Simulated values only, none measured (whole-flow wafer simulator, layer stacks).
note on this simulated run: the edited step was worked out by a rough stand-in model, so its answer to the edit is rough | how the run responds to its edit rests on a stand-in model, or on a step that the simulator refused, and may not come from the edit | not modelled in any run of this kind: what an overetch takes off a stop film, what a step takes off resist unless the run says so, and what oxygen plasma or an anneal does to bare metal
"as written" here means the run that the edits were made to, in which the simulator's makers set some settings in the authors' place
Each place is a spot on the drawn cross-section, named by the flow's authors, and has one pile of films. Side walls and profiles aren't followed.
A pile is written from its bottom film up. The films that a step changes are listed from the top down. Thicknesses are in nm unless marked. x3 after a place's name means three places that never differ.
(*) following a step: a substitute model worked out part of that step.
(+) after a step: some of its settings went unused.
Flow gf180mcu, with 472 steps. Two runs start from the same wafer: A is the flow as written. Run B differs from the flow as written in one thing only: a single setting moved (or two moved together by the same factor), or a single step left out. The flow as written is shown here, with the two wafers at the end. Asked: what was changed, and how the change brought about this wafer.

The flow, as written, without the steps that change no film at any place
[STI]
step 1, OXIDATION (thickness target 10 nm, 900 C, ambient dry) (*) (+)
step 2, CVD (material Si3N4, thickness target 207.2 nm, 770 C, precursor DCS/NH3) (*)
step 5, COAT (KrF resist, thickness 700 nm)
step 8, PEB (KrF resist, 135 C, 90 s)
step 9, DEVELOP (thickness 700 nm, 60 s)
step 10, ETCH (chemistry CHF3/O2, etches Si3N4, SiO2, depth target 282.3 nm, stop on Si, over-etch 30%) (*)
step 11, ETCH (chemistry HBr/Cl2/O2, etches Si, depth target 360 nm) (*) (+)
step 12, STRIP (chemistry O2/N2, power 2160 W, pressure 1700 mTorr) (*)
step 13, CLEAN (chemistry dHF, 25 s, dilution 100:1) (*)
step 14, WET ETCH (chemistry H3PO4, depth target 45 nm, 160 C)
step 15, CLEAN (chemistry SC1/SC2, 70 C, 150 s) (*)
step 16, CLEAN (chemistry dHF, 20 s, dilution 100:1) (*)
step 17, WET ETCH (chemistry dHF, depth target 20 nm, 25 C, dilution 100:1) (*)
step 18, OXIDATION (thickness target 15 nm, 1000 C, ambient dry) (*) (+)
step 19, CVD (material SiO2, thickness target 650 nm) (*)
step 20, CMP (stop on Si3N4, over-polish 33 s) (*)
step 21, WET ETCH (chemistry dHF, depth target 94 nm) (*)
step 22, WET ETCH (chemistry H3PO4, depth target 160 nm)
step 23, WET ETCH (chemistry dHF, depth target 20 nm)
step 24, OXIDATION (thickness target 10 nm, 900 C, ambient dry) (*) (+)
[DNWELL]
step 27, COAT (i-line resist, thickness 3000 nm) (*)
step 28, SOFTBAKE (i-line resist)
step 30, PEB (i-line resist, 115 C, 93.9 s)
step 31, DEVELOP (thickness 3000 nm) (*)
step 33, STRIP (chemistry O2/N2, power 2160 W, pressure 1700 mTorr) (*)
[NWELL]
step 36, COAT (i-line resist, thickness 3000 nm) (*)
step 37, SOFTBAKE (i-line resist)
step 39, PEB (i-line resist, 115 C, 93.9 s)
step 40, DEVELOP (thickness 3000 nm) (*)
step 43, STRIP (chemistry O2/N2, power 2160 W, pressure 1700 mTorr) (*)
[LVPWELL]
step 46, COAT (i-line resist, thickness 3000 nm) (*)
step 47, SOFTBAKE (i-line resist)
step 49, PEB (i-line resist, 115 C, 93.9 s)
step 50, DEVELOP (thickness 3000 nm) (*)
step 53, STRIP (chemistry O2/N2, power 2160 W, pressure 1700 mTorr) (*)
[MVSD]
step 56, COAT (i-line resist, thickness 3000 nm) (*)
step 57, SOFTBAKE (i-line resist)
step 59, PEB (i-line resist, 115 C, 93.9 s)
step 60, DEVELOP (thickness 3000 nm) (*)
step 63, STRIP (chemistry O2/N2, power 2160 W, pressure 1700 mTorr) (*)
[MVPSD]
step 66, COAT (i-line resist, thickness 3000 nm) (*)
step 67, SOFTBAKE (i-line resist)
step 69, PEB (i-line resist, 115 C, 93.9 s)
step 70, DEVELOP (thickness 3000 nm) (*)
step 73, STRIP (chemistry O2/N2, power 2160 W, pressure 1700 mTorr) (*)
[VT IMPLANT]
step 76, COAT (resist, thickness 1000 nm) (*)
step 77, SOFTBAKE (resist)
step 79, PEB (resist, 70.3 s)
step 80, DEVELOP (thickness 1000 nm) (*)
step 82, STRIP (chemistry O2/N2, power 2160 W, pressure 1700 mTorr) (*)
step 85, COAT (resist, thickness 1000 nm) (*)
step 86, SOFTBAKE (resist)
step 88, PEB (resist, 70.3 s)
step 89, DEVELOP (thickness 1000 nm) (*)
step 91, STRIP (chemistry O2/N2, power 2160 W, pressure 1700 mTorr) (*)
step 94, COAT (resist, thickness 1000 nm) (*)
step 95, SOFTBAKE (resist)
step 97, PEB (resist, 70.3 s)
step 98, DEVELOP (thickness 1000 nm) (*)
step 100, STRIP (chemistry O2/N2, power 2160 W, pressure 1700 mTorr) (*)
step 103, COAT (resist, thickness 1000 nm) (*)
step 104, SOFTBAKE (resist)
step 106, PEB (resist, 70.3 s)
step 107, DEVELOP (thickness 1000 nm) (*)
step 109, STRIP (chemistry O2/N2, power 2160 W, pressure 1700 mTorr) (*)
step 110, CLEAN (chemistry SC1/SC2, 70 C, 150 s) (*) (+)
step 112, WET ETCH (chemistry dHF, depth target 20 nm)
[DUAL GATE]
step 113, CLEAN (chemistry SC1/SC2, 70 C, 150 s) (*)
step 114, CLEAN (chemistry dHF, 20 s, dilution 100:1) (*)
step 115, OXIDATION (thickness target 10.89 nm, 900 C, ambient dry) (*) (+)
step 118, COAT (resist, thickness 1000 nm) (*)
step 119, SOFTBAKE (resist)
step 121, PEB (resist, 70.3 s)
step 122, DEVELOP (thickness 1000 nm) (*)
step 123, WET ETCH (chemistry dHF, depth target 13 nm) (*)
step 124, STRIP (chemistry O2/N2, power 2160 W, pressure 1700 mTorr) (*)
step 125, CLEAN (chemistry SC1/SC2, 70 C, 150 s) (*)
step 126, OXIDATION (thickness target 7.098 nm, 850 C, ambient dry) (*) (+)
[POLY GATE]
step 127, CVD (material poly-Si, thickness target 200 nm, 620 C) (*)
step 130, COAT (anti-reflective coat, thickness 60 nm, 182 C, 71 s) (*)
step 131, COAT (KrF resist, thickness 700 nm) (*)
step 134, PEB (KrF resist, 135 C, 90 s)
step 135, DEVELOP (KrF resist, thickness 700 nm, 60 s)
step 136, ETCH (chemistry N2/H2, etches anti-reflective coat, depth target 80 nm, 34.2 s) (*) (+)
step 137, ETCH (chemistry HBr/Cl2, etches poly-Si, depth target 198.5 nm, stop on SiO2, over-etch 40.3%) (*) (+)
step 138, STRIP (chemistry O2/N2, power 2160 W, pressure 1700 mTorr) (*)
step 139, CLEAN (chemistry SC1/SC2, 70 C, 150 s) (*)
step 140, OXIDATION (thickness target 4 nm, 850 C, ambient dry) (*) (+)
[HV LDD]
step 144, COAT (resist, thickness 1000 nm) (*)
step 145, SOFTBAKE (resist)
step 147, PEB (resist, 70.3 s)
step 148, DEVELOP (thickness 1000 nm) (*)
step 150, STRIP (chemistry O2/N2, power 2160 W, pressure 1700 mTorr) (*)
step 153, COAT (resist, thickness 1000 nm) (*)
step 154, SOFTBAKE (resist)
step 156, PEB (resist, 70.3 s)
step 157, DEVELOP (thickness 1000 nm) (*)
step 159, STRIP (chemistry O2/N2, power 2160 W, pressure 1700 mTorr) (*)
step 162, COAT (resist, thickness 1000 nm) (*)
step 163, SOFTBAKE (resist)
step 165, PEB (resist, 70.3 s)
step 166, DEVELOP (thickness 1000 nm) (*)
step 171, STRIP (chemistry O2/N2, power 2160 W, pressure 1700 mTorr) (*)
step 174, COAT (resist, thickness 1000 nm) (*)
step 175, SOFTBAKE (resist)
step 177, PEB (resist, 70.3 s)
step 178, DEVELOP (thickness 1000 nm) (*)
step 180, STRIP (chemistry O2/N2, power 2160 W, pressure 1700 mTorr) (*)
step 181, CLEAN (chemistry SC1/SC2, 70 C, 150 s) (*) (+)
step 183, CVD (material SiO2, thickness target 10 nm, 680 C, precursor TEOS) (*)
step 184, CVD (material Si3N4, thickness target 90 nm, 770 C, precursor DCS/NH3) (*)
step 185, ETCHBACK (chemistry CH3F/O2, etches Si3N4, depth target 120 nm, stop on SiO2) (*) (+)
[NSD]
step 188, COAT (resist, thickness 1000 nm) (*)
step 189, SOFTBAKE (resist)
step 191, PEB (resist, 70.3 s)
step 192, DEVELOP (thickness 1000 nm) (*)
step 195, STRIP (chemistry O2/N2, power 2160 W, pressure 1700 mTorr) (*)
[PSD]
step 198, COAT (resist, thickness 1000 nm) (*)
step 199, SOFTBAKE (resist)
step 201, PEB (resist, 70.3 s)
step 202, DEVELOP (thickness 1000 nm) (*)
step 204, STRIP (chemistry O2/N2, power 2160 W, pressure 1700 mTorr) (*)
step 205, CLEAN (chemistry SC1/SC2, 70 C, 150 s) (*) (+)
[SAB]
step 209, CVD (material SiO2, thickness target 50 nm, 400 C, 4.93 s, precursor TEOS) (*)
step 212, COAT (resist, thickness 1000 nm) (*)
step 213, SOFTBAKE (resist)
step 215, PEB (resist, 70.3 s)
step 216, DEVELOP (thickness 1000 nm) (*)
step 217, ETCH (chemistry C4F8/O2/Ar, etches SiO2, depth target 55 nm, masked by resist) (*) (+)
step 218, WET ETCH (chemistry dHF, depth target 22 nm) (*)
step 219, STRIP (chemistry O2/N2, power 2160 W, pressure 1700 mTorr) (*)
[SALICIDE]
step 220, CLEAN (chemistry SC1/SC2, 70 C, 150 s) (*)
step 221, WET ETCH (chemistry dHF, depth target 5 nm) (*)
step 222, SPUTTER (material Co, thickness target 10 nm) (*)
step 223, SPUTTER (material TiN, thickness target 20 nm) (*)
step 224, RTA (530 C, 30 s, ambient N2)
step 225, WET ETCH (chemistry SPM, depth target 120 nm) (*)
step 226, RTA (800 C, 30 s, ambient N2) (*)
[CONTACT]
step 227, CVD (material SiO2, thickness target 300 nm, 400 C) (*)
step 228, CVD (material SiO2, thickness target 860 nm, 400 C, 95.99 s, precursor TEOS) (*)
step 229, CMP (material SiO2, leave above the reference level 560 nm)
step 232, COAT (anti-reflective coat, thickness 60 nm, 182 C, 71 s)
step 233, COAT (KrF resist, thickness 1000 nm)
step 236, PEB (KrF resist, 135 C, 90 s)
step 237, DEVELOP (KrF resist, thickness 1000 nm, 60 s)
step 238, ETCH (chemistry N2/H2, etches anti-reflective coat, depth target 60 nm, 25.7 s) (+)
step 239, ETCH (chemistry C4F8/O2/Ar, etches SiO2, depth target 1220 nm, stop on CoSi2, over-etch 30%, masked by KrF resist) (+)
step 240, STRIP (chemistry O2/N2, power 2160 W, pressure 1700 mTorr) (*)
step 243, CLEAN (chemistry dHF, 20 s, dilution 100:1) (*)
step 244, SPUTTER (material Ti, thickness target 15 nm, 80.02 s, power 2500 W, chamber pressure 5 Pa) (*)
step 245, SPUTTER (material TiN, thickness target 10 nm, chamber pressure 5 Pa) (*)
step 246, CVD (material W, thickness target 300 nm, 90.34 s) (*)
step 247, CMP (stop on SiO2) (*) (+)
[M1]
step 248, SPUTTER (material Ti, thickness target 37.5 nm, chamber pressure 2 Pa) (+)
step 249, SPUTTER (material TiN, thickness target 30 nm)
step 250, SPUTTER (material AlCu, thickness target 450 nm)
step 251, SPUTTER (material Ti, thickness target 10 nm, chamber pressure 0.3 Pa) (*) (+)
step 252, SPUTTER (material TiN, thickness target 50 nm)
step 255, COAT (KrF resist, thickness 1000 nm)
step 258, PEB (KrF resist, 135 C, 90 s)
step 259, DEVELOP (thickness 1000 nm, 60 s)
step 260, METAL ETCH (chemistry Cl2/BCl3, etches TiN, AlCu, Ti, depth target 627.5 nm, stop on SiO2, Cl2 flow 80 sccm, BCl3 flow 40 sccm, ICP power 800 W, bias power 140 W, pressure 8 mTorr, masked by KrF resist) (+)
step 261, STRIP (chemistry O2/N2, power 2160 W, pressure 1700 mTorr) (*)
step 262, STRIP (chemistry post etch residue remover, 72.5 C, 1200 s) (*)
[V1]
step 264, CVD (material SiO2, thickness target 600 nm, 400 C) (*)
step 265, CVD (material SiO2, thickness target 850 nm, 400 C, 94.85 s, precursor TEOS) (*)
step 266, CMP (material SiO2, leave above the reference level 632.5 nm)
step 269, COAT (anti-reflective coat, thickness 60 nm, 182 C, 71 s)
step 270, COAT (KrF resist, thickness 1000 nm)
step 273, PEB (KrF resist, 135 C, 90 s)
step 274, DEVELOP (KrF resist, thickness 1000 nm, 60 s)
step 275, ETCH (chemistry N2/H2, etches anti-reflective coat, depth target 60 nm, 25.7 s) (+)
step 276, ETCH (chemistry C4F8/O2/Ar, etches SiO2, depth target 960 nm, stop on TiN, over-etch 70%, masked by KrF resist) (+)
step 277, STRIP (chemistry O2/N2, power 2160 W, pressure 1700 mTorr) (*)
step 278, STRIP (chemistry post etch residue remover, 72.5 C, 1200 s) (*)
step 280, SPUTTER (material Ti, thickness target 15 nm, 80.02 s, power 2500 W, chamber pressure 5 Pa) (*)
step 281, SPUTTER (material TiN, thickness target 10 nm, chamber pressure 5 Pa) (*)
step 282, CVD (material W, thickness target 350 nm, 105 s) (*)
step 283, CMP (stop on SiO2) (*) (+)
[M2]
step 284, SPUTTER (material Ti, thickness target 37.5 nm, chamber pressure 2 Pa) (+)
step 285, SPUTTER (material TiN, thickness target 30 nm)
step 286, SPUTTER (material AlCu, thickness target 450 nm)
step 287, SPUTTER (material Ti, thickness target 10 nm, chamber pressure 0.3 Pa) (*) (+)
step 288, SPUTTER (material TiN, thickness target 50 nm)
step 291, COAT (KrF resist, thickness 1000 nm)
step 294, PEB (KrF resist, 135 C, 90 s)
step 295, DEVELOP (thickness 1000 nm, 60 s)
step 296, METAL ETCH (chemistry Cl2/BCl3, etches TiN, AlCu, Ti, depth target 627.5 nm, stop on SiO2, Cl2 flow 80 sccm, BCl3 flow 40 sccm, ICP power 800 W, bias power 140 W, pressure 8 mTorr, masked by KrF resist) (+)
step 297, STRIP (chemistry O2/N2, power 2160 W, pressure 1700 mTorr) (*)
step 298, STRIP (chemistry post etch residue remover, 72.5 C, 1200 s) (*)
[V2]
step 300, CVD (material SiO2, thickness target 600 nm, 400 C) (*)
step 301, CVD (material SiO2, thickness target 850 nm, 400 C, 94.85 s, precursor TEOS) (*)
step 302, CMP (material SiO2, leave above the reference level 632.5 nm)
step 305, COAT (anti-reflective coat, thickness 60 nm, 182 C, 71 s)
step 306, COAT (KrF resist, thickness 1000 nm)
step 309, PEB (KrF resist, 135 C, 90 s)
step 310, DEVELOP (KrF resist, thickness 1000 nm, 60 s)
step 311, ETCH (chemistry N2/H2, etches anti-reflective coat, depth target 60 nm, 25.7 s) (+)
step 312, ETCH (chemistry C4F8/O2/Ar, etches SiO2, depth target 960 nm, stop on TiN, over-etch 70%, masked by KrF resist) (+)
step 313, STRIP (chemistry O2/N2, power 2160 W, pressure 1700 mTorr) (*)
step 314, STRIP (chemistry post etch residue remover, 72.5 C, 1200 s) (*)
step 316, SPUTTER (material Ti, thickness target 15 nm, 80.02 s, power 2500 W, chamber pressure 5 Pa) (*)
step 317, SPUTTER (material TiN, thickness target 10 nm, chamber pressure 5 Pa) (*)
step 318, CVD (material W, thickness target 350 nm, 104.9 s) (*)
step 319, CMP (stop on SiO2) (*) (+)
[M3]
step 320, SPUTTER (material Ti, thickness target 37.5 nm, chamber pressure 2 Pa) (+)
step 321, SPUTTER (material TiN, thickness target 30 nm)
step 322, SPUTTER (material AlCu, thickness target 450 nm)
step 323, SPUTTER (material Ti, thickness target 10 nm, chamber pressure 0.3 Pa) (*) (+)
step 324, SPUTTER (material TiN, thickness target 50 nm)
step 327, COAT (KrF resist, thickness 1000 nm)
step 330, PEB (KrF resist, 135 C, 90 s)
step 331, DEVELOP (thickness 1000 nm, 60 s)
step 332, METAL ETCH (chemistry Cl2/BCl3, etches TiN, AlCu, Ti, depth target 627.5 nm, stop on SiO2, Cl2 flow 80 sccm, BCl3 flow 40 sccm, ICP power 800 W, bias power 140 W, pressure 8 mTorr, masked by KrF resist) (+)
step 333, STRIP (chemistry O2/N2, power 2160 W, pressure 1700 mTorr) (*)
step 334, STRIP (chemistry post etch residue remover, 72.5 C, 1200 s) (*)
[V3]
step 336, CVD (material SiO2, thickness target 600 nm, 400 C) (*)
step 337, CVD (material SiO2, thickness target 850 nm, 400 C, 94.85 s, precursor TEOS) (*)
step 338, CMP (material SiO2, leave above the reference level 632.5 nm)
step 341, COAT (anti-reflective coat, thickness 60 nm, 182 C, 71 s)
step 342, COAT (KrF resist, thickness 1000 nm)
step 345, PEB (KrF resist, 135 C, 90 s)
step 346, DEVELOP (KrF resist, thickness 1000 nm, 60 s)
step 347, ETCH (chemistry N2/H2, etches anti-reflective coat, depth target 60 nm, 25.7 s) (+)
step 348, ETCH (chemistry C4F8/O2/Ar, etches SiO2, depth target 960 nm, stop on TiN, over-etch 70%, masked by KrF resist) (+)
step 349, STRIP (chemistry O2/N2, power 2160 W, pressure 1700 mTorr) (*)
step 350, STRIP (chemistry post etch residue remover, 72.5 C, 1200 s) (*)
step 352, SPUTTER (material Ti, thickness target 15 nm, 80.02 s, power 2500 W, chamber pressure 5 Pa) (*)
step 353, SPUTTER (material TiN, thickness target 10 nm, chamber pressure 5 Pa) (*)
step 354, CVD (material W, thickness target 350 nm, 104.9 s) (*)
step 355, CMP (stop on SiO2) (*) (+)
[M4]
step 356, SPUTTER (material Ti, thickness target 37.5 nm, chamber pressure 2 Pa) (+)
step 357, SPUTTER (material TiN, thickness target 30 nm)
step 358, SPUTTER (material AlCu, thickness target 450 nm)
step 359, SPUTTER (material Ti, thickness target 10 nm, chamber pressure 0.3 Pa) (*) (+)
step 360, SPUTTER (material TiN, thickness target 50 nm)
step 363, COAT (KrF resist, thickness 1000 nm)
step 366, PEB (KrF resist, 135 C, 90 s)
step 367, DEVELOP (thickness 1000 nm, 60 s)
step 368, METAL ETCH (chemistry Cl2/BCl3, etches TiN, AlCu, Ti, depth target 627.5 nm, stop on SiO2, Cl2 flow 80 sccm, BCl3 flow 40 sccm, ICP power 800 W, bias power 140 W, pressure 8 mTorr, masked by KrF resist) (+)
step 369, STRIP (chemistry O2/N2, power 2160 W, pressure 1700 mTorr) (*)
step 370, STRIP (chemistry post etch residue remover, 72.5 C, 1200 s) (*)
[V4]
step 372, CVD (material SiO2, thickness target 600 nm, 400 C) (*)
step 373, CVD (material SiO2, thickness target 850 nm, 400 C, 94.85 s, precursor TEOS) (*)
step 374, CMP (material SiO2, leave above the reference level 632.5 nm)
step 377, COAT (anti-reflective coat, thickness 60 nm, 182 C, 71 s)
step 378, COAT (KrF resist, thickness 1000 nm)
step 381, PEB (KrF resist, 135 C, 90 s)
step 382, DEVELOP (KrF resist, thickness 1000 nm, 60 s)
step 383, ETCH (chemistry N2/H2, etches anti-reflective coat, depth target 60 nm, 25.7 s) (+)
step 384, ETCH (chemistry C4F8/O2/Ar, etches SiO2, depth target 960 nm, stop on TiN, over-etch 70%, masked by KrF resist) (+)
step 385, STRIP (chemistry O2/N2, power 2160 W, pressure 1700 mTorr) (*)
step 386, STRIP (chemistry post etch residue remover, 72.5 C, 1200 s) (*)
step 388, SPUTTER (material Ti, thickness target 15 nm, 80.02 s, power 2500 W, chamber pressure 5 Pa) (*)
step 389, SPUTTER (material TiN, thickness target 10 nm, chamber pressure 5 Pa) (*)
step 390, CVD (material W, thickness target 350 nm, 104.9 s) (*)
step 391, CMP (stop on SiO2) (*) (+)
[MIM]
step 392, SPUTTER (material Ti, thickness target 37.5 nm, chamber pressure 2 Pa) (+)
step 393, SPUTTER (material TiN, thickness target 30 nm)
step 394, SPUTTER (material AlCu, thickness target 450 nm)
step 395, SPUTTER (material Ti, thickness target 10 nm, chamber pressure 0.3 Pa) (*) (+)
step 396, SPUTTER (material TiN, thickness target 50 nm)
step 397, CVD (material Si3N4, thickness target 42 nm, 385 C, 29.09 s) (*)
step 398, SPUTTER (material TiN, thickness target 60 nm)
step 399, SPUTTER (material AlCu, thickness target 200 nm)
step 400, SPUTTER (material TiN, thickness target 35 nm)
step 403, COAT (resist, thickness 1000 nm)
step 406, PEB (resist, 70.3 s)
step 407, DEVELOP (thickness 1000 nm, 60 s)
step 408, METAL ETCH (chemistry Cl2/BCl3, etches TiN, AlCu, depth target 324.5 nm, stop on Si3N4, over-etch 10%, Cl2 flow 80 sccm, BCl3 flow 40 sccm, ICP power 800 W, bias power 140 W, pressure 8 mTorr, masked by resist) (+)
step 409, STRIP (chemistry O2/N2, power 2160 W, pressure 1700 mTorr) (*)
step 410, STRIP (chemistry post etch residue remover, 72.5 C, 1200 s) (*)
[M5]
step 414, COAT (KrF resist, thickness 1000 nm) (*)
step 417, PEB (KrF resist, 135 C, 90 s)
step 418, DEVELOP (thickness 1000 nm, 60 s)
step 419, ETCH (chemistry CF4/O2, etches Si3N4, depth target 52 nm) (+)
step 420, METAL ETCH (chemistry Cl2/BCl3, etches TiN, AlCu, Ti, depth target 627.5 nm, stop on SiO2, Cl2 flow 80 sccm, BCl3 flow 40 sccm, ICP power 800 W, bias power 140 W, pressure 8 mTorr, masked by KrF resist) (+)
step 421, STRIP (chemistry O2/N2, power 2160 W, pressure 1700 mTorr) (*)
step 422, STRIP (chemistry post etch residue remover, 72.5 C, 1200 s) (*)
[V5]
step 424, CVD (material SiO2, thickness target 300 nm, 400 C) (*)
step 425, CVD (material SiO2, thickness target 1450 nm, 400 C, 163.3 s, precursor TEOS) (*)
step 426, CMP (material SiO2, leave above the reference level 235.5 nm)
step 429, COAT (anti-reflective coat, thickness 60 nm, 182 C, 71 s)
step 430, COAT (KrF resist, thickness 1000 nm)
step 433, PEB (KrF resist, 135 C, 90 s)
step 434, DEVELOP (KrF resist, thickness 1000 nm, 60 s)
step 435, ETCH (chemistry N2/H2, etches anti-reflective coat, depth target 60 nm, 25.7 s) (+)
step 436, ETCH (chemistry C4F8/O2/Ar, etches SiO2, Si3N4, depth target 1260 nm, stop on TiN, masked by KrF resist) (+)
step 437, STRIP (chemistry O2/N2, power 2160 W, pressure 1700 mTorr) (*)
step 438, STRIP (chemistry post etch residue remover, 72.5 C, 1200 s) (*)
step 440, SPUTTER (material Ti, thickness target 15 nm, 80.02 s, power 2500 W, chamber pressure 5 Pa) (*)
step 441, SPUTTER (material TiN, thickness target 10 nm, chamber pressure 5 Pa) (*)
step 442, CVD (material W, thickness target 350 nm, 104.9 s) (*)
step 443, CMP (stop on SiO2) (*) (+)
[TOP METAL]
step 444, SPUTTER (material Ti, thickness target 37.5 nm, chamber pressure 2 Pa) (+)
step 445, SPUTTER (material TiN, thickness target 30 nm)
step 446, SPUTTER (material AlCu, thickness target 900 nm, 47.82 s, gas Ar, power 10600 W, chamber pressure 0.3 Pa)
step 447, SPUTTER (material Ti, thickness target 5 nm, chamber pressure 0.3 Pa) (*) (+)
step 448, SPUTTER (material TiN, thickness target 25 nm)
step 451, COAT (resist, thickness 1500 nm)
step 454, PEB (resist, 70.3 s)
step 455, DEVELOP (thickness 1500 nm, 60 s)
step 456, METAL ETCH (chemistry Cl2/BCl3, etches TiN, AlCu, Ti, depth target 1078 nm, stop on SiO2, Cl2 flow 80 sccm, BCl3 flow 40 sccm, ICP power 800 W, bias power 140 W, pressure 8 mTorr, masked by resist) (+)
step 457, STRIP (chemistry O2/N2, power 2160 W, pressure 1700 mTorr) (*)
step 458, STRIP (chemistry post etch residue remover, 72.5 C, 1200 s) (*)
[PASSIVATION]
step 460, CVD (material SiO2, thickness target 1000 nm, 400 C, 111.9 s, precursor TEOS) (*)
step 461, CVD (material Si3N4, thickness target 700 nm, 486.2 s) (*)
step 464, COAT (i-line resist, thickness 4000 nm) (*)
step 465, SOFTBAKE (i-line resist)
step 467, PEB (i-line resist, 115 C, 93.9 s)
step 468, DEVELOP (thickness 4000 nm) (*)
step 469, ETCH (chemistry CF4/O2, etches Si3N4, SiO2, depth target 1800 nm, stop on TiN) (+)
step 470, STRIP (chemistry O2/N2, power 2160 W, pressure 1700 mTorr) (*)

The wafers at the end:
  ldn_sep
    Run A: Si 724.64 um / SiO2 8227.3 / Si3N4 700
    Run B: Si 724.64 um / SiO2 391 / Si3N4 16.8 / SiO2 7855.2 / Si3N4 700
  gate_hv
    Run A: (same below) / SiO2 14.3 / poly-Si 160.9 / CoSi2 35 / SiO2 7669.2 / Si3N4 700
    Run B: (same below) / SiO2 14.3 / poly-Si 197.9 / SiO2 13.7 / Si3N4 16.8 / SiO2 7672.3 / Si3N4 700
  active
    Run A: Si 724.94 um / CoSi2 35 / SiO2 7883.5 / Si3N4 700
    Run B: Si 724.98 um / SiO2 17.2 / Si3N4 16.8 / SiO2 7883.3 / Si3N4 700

Cause: step 184, CVD: thickness target 141 nm was run, whereas the flow has thickness target 90 nm.

Step by step, how the change led to this:
  step 184, CVD (material Si3N4, thickness target 90 nm, 770 C, precursor DCS/NH3) (*)
      field, field__w1, field__w2 and 101 more: A Si3N4 gains 90 (new film) | B Si3N4 gains 141 (new film)
  step 185, ETCHBACK (chemistry CH3F/O2, etches Si3N4, depth target 120 nm, stop on SiO2) (*) (+)
      field, field__w1, field__w2 and 100 more: A Si3N4 loses 90 (all of it), SiO2 loses 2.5 | B Si3N4 loses 120
  step 188, COAT (resist, thickness 1000 nm) (*)
      field__w9: A resist gains 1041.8 (new film) | B resist gains 1063.7 (new film)
      spacer: A resist gains 920.2 (new film) | B resist gains 893.1 (new film)
  step 189, SOFTBAKE (resist)
      field__w9: A resist gains 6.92 | B resist loses 3.02
      field__w11: A resist gains 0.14 | B resist loses 0.47
      (also at 30 further places)
  step 192, DEVELOP (thickness 1000 nm) (*)
      spacer: A resist loses 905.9 (all of it) | B resist loses 879.4 (all of it)
  step 198, COAT (resist, thickness 1000 nm) (*)
      field__w9: A resist gains 1041.8 (new film) | B resist gains 1063.7 (new film)
      spacer: A resist gains 920.2 (new film) | B resist gains 893.1 (new film)
  step 199, SOFTBAKE (resist)
      field__w9: A resist gains 6.92 | B resist loses 3.02
      field__w11: A resist gains 0.14 | B resist loses 0.47
      (also at 32 further places)
  step 204, STRIP (chemistry O2/N2, power 2160 W, pressure 1700 mTorr) (*)
      spacer: A resist loses 905.9 (all of it) | B resist loses 879.3 (all of it)
  step 205, CLEAN (chemistry SC1/SC2, 70 C, 150 s) (*) (+)
      field, field__w1, field__w2 and 105 more: A SiO2 loses 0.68 | B Si3N4 loses 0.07
  step 209, CVD (material SiO2, thickness target 50 nm, 400 C, 4.93 s, precursor TEOS) (*)
      field, field__w7, field__w8 and 73 more: A SiO2 gains 50 | B SiO2 gains 50 (new film)
      field_sub, field_sub__w2, ld_drn_n, ld_sd_p: A SiO2 gains 48.8 | B SiO2 gains 48.7 (new film)
      (also at 28 further places)
  step 212, COAT (resist, thickness 1000 nm) (*)
      spacer: A resist gains 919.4 (new film) | B resist gains 892.5 (new film)
  step 213, SOFTBAKE (resist)
      npoly_sal: A resist loses 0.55 | B resist gains 0.53
      field__w1: A resist gains 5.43 | B resist gains 6.01
      (also at 21 further places)
  step 216, DEVELOP (thickness 1000 nm) (*)
      spacer: A resist loses 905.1 (all of it) | B resist loses 878.8 (all of it)
  step 217, ETCH (chemistry C4F8/O2/Ar, etches SiO2, depth target 55 nm, masked by resist) (*) (+)
      field, field__w7, field__w8 and 70 more: A SiO2 loses 55 | B SiO2 loses 50 (all of it), Si3N4 loses 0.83
      field__w1, m1, nw_enc_fld_lv__w3: A SiO2 loses 55 | B SiO2 loses 49.2 (all of it), Si3N4 loses 0.97
      (also at 23 further places)
  step 218, WET ETCH (chemistry dHF, depth target 22 nm) (*)
      gate, gate_hv, gate_p and 23 more: A SiO2 loses 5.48 (all of it) | B Si3N4 loses 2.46
      field, field__w10, sti and 14 more: A SiO2 loses 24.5 | B Si3N4 loses 2.46
      (also at 56 further places)
  step 219, STRIP (chemistry O2/N2, power 2160 W, pressure 1700 mTorr) (*)
      gate, gate_hv, gate_p and 23 more: A chemical SiO2 gains 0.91 (new film), poly-Si loses 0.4 | B nothing
      active, p_well, sd_n and 20 more: A chemical SiO2 gains 0.91 (new film), Si loses 0.4 | B nothing
  ... another 13 steps ...
  step 471, ANNEAL (400 C, 1800 s, ambient N2/H2)
      polyc_n, polyc_p: A nothing | B under 9 films: void gains 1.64 (new film), Ti loses 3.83, TiSi first gains 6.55 (new film), poly-Si loses 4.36
      contact: A nothing | B under 49 films: void gains 1.62 (new film), Ti loses 3.83, TiSi first gains 6.55 (new film), Si loses 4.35
Taking metal films that touch as one body, gate_hv has 0 bodies; the flow as written gives 1 body.
Taking metal films that touch as one body, active has 0 bodies; the flow as written gives 1 body.
